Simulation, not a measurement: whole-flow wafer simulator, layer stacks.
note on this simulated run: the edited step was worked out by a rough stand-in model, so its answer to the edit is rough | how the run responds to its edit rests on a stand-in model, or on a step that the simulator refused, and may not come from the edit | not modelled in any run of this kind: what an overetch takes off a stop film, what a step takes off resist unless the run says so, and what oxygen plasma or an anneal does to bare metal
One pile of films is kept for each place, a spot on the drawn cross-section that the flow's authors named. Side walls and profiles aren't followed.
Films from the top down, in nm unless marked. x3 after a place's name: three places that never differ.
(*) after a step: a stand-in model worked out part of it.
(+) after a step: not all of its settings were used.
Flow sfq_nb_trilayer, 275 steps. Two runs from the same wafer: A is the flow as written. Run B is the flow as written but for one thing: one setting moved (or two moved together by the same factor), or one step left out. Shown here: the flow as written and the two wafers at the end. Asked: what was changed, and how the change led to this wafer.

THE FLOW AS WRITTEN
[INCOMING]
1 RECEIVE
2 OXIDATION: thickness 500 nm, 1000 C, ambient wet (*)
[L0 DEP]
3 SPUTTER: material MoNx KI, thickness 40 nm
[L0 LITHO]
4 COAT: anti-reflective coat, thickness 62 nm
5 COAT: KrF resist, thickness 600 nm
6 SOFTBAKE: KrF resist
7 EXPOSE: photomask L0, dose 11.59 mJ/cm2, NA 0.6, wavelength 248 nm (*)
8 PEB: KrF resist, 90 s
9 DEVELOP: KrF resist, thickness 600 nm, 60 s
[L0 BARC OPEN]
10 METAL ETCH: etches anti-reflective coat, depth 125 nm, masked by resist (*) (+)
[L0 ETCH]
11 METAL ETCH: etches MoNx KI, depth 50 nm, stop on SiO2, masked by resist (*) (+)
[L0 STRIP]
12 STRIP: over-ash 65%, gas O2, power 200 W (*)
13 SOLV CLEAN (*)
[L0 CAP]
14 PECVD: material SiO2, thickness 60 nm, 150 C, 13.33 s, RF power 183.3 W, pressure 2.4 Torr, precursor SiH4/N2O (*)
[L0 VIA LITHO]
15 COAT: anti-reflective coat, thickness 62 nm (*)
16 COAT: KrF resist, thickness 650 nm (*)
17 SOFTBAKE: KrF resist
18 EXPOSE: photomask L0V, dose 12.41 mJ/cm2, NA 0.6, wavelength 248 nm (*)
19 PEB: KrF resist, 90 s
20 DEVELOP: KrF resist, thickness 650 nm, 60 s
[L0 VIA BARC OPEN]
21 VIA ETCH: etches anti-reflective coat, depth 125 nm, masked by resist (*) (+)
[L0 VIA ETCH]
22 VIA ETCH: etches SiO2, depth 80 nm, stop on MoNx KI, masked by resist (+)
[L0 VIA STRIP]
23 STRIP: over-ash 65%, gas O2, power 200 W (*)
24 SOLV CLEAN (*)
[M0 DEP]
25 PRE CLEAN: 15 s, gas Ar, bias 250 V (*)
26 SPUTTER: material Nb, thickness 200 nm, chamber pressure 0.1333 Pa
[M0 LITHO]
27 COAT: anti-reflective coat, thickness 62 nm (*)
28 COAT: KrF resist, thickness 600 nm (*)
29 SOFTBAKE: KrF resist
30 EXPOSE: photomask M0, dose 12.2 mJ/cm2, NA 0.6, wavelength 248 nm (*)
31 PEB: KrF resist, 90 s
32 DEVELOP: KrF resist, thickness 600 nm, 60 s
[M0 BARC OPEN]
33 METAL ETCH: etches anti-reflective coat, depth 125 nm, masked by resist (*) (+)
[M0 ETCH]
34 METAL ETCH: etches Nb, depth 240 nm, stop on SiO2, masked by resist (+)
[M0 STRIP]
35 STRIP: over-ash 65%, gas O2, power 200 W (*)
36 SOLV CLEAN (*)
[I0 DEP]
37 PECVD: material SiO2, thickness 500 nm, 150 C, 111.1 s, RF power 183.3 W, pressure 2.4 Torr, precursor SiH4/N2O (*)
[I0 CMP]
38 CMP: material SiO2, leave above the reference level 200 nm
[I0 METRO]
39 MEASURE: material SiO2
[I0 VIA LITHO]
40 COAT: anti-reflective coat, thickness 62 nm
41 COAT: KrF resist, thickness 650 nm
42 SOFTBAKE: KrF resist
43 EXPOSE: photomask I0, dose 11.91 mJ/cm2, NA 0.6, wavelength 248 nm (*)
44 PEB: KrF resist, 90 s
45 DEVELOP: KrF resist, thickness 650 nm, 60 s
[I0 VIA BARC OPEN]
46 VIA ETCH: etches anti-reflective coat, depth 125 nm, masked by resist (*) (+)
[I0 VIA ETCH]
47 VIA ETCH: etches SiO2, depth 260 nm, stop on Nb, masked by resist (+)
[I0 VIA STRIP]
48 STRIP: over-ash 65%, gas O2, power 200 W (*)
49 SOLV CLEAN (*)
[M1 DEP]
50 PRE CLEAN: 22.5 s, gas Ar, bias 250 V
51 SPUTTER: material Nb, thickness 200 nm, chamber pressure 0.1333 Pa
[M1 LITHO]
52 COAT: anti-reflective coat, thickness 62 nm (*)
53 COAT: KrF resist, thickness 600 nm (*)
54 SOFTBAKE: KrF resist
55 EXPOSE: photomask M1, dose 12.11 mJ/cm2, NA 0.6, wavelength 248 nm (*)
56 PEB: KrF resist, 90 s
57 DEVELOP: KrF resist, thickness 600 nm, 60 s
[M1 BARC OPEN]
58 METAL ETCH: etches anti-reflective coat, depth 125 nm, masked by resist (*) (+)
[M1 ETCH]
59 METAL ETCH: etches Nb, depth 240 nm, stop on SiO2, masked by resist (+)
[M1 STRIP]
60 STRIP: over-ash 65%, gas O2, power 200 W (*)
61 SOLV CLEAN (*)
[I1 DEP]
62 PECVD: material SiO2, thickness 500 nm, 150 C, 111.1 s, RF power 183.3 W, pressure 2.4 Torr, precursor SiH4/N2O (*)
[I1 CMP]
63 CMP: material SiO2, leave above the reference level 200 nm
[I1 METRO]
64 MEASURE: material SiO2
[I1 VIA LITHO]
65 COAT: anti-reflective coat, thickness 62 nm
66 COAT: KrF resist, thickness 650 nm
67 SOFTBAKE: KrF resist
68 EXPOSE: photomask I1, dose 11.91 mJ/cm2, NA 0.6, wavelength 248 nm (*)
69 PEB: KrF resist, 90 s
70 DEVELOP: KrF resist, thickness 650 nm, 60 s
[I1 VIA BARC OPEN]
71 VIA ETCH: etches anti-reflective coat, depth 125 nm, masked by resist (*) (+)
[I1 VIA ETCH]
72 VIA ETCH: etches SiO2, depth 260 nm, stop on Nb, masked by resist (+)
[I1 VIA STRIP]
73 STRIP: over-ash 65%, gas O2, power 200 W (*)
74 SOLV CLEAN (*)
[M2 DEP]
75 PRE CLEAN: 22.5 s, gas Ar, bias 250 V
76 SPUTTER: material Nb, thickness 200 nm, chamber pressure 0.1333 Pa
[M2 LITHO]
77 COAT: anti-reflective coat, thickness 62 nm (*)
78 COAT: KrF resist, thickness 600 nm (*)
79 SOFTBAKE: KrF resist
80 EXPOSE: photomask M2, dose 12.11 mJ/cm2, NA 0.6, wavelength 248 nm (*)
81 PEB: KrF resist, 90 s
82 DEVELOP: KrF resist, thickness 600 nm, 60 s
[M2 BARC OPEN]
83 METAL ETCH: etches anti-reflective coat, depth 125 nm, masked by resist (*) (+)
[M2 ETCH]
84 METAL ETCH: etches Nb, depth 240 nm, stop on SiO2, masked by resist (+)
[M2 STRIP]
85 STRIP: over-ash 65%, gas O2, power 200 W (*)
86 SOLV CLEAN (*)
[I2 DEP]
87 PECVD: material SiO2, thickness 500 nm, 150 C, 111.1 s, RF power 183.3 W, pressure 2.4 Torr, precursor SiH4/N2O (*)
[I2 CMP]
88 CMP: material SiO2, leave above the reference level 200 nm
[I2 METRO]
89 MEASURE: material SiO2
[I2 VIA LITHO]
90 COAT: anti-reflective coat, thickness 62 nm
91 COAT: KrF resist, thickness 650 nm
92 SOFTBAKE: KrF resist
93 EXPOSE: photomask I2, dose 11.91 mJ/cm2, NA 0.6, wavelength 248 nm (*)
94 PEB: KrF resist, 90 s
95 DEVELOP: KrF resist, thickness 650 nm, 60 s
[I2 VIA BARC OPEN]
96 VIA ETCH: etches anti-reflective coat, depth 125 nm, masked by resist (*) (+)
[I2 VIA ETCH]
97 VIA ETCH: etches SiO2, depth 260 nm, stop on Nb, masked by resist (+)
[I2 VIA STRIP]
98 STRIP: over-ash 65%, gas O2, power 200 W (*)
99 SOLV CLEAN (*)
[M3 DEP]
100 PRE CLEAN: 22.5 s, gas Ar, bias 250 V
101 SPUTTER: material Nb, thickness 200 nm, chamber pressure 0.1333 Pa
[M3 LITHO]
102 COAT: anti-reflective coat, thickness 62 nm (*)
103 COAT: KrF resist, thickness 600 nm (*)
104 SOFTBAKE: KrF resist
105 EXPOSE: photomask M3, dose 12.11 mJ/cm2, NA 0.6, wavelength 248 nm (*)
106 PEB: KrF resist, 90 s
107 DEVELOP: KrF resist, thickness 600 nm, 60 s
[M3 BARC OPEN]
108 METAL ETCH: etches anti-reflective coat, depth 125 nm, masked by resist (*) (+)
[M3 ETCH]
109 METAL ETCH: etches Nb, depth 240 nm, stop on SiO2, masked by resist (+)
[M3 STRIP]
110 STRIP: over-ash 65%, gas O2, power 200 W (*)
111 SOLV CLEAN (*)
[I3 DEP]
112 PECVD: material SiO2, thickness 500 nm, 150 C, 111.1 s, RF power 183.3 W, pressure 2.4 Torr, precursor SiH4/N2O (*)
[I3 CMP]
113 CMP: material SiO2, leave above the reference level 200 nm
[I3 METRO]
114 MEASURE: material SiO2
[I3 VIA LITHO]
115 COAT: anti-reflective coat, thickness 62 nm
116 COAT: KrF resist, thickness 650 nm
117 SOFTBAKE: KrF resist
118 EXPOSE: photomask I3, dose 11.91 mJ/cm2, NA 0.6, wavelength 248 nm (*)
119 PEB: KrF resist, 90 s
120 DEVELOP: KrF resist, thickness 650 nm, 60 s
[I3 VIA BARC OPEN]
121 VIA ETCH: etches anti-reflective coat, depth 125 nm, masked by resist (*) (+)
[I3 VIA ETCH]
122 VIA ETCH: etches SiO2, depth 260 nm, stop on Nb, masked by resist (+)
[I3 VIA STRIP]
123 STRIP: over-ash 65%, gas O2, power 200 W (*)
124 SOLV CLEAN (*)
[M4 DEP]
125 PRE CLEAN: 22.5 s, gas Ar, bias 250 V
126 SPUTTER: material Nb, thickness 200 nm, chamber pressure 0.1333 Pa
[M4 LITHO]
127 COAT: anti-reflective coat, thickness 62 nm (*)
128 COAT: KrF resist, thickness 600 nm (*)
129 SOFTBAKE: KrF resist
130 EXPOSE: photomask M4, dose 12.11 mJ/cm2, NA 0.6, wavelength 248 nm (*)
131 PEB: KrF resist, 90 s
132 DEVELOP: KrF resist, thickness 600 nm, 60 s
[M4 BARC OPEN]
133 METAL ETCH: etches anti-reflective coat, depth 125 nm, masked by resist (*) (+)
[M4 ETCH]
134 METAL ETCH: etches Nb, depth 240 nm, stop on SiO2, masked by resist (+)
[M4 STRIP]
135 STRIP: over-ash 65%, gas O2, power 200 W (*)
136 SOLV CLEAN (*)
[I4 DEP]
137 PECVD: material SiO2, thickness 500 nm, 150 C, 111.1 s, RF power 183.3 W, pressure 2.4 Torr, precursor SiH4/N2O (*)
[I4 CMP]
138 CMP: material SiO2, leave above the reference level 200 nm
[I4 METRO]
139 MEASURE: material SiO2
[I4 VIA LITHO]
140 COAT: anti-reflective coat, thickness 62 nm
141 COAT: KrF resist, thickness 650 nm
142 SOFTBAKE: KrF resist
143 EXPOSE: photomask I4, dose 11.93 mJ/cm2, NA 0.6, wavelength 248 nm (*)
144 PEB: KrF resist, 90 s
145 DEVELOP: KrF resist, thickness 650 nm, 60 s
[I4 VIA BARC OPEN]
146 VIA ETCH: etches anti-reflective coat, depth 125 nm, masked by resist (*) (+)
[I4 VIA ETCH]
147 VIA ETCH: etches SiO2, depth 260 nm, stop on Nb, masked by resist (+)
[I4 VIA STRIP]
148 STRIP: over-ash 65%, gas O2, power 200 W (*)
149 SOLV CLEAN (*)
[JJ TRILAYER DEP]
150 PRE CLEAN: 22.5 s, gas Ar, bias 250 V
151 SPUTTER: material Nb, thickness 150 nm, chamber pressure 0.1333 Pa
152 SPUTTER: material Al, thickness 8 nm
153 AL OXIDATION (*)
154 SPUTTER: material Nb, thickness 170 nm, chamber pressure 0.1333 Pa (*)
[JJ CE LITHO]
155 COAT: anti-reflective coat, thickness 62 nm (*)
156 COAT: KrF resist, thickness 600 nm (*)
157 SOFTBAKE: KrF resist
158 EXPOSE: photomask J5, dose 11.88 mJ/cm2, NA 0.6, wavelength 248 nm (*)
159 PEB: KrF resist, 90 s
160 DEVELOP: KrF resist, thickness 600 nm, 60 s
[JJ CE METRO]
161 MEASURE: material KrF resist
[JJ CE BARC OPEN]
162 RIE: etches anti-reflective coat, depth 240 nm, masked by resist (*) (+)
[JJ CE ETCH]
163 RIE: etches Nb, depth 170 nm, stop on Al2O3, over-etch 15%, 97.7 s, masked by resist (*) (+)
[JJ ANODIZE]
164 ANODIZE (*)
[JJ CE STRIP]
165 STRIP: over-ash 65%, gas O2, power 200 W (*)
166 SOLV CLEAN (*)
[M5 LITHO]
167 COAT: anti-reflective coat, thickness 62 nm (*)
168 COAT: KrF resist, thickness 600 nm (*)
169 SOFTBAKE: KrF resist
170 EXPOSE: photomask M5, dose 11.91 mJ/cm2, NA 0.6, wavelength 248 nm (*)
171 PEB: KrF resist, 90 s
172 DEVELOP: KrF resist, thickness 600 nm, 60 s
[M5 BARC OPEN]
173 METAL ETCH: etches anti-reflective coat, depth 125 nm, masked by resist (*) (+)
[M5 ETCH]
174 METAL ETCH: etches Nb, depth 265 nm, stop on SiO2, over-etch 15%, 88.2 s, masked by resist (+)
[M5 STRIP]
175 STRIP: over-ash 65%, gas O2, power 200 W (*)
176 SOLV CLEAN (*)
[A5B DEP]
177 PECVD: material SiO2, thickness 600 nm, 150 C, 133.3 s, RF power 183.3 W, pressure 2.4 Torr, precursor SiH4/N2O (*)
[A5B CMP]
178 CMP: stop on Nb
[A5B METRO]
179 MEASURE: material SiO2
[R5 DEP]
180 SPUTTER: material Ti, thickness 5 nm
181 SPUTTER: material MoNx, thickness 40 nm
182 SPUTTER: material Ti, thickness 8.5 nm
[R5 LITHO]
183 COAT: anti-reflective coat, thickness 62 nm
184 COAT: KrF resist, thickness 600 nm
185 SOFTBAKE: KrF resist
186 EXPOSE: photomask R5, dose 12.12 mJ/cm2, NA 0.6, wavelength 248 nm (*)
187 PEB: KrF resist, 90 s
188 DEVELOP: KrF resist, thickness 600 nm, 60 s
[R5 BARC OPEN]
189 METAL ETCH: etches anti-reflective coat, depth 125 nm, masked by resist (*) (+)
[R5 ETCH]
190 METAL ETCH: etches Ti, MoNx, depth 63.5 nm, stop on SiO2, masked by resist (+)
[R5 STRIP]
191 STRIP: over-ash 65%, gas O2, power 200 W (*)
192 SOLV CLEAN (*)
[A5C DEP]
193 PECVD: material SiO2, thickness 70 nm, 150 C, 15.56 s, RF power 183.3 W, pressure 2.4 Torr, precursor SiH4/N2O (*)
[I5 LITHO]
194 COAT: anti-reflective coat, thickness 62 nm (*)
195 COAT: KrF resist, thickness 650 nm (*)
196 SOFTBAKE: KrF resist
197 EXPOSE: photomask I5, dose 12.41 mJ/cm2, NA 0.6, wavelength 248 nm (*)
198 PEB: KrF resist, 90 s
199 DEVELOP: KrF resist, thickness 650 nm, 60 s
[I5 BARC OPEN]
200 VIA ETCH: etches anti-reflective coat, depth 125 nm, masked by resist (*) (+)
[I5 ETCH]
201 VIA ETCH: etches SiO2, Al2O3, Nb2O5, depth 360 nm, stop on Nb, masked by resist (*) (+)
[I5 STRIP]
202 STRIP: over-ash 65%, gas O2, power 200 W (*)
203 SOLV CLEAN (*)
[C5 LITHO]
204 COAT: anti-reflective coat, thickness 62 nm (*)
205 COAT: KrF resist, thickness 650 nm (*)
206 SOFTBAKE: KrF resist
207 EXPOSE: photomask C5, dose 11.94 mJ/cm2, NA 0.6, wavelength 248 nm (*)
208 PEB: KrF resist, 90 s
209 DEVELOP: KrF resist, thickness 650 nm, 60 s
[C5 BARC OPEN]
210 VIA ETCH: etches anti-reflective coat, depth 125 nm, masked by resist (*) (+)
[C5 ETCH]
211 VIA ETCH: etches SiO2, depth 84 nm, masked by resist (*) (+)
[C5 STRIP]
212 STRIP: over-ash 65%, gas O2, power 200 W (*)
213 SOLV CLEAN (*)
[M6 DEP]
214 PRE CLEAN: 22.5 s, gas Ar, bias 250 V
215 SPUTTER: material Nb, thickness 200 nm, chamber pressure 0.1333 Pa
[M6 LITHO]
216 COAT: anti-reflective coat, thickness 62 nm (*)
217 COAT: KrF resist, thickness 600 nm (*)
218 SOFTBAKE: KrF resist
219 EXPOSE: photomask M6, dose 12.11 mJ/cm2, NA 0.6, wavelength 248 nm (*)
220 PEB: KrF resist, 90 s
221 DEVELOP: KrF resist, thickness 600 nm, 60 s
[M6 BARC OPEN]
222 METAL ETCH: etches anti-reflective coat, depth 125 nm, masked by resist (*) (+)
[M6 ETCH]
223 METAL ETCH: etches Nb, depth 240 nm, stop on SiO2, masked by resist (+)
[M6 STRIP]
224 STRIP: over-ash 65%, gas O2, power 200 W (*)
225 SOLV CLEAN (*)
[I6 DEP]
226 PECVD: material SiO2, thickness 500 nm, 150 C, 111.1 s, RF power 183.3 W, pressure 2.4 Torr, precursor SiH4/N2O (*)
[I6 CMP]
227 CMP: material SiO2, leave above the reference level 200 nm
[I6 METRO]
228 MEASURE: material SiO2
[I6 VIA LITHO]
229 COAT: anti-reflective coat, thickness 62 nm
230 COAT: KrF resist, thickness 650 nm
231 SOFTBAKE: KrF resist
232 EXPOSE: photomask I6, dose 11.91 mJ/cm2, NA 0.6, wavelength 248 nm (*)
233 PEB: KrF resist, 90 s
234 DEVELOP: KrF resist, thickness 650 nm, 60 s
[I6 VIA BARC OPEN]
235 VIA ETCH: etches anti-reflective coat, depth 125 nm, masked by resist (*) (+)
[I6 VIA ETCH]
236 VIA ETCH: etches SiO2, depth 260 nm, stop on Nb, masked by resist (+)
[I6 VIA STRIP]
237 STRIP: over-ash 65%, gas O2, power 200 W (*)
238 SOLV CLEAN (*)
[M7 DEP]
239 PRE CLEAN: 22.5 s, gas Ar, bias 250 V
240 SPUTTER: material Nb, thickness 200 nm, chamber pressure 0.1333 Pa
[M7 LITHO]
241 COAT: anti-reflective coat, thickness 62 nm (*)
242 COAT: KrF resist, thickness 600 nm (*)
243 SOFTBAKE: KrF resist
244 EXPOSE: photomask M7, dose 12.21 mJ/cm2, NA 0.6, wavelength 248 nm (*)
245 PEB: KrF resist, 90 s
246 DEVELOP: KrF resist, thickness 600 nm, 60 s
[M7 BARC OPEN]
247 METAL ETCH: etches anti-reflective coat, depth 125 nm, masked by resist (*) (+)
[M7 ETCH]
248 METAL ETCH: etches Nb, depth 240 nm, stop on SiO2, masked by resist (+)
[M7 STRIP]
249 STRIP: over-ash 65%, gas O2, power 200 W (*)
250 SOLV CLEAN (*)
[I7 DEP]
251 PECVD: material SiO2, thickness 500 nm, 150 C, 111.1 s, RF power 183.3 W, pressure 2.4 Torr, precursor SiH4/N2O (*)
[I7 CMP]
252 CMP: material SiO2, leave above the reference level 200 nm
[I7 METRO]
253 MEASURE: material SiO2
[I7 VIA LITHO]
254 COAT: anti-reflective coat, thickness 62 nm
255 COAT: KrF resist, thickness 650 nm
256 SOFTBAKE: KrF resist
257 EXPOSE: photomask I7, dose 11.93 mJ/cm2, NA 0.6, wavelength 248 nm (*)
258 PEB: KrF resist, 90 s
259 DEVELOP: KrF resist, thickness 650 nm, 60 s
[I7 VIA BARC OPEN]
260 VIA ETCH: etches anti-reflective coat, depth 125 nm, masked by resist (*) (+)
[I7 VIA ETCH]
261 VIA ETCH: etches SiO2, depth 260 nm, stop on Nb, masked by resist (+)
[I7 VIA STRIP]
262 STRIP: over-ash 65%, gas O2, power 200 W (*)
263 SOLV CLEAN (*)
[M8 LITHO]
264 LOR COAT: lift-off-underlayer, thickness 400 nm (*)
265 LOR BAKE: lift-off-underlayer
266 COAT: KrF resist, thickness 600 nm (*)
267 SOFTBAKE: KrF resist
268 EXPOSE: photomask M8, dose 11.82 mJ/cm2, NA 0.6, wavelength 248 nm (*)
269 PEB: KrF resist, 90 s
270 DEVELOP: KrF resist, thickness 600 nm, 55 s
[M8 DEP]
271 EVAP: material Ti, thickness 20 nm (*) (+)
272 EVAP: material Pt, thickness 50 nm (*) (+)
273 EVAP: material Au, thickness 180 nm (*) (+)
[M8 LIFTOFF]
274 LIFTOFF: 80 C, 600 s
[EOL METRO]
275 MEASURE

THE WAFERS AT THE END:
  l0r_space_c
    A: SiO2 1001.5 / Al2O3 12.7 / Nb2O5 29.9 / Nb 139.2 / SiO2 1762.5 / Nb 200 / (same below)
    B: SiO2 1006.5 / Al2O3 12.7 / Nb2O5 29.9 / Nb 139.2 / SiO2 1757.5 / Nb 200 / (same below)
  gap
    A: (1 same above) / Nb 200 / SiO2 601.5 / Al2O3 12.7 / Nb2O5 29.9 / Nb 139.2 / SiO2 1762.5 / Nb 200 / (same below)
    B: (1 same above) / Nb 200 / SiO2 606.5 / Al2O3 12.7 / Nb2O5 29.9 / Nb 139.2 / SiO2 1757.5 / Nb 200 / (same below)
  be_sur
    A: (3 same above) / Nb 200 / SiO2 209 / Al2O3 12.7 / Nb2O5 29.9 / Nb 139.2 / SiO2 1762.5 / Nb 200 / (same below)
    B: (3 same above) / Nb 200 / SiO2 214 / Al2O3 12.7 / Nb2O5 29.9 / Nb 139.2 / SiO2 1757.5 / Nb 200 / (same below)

The cause: step 137, PECVD: thickness 395 nm was run, where the flow has thickness 500 nm; step 137, PECVD: 87.78 s was run, where the flow has 111.1 s.

How the change led to this, step by step:
  137 PECVD: material SiO2, thickness 500 nm, 150 C, 111.1 s, RF power 183.3 W, pressure 2.4 Torr, precursor SiH4/N2O (*)
      field_l, be, be_sur and 55 more: A SiO2 +500 | B SiO2 +395
      v_sur, via_wl, via_w and 35 more: A SiO2 +500 (new film) | B SiO2 +395 (new film)
      (and at 10 more places)
  138 CMP: material SiO2, leave above the reference level 200 nm
      field_l, be, be_sur and 55 more: A SiO2 -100 | B nothing
      p3_s0, p3_s1, p3_s2, p3_s3, p3_s4, p3_s5: A SiO2 -157.1 | B nothing
      (and at 42 more places)
  140 COAT: anti-reflective coat, thickness 62 nm
      p3_s0, p3_s1, p3_s2, p3_s3, p3_s4, p3_s5, m8r_pad_l, m8r_pad_r: A anti-reflective coat +62 (new film) | B anti-reflective coat +63.4 (new film)
      p3_l1, p3_l2, p3_l3, p3_l4, p3_l5, p3_l6: A anti-reflective coat +62 (new film) | B anti-reflective coat +60.6 (new film)
      (and at 7 more places)
  148 STRIP: over-ash 65%, gas O2, power 200 W (*)
      p3_s1, p3_s2, p3_s3, p3_s4: A KrF resist -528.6 (all of it), anti-reflective coat -62 (all of it) | B KrF resist -529.8 (all of it), anti-reflective coat -63.4 (all of it)
      p3_l2, p3_l3, p3_l4, p3_l5: A KrF resist -528.6 (all of it), anti-reflective coat -62 (all of it) | B KrF resist -527.6 (all of it), anti-reflective coat -60.6 (all of it)
      (and at 13 more places)
  155 COAT: anti-reflective coat, thickness 62 nm (*)
      p3_l1, p3_l2, p3_l3, p3_l4, p3_l5, p3_l6: A anti-reflective coat +62 (new film) | B anti-reflective coat +60.4 (new film)
      m5r_linepad_l, m5r_linepad_r: A anti-reflective coat +62 (new film) | B anti-reflective coat +63.8 (new film)
      (and at 6 more places)
  162 RIE: etches anti-reflective coat, depth 240 nm, masked by resist (*) (+)
      p3_l1, p3_l2, p3_l3, p3_l4, p3_l5, p3_l6: A anti-reflective coat -62 (all of it) | B anti-reflective coat -60.4 (all of it)
      m5r_linepad_l, m5r_linepad_r: A anti-reflective coat -62 (all of it) | B anti-reflective coat -63.8 (all of it)
      (and at 6 more places)
  167 COAT: anti-reflective coat, thickness 62 nm (*)
      p3_l2, p3_l3, p3_l4, p3_l5, p3_l6: A anti-reflective coat +62 (new film) | B anti-reflective coat +60.3 (new film)
      m5r_linepad_l, m5r_linepad_r, r5r_spacepad_l, r5r_spacepad_r: A anti-reflective coat +62 (new film) | B anti-reflective coat +63.8 (new film)
      (and at 4 more places)
  173 METAL ETCH: etches anti-reflective coat, depth 125 nm, masked by resist (*) (+)
      p3_l2, p3_l3, p3_l4, p3_l5, p3_l6: A anti-reflective coat -62 (all of it), Al2O3 -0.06 | B anti-reflective coat -60.3 (all of it), Al2O3 -0.07
      ln_m6: A anti-reflective coat -61.9 (all of it), Al2O3 -0.06 | B anti-reflective coat -59.9 (all of it), Al2O3 -0.07
      (and at 2 more places)
  175 STRIP: over-ash 65%, gas O2, power 200 W (*)
      m5r_linepad_l, m5r_linepad_r: A KrF resist -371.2 (all of it), anti-reflective coat -62 (all of it) | B KrF resist -370.2 (all of it), anti-reflective coat -63.8 (all of it)
      r5r_spacepad_l, r5r_spacepad_r: A KrF resist -371.2 (all of it), anti-reflective coat -62 (all of it) | B KrF resist -370.4 (all of it), anti-reflective coat -63.8 (all of it)
      (and at 1 more place)
  178 CMP: stop on Nb
      ce_l, c5j, ce_r: A SiO2 -600 (all of it) | B SiO2 -595
      lsp_r, l0_sur, l0v: A SiO2 -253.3 | B SiO2 -241.7
  190 METAL ETCH: etches Ti, MoNx, depth 63.5 nm, stop on SiO2, masked by resist (+)
      ce_l, c5j, ce_r: A Ti -8.5 (all of it), MoNx -40 (all of it), Ti -5 (all of it), Nb -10 | B Ti -8.5 (all of it), MoNx -40 (all of it), Ti -5 (all of it)
  193 PECVD: material SiO2, thickness 70 nm, 150 C, 15.56 s, RF power 183.3 W, pressure 2.4 Torr, precursor SiH4/N2O (*)
      ce_l, c5j, ce_r: A SiO2 +70 (new film) | B SiO2 +70
  194 COAT: anti-reflective coat, thickness 62 nm (*)
      jj_sur: A anti-reflective coat +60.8 (new film) | B anti-reflective coat +62.8 (new film)
      ce_l: A anti-reflective coat +67.2 (new film) | B anti-reflective coat +62.7 (new film)
      (and at 3 more places)
  201 VIA ETCH: etches SiO2, Al2O3, Nb2O5, depth 360 nm, stop on Nb, masked by resist (*) (+)
      be: A SiO2 -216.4 (all of it), Al2O3 -12.7 (all of it), Nb2O5 -29.9 (all of it) | B SiO2 -221.4 (all of it), Al2O3 -12.7 (all of it), Nb2O5 -29.9 (all of it)
  202 STRIP: over-ash 65%, gas O2, power 200 W (*)
      jj_sur: A KrF resist -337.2 (all of it), anti-reflective coat -60.8 (all of it) | B KrF resist -336.9 (all of it), anti-reflective coat -62.8 (all of it)
      ce_l: A KrF resist -341.5 (all of it), anti-reflective coat -67.2 (all of it) | B KrF resist -337.9 (all of it), anti-reflective coat -62.7 (all of it)
      (and at 3 more places)
  204 COAT: anti-reflective coat, thickness 62 nm (*)
      jj_sur: A anti-reflective coat +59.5 (new film) | B anti-reflective coat +61.3 (new film)
      ce_l: A anti-reflective coat +66 (new film) | B anti-reflective coat +61.5 (new film)
      (and at 3 more places)
  ... 5 more steps ...
  227 CMP: material SiO2, leave above the reference level 200 nm
      ce_l, ce_r: A SiO2 -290 | B SiO2 -300
      c5j: A SiO2 -223 | B SiO2 -233
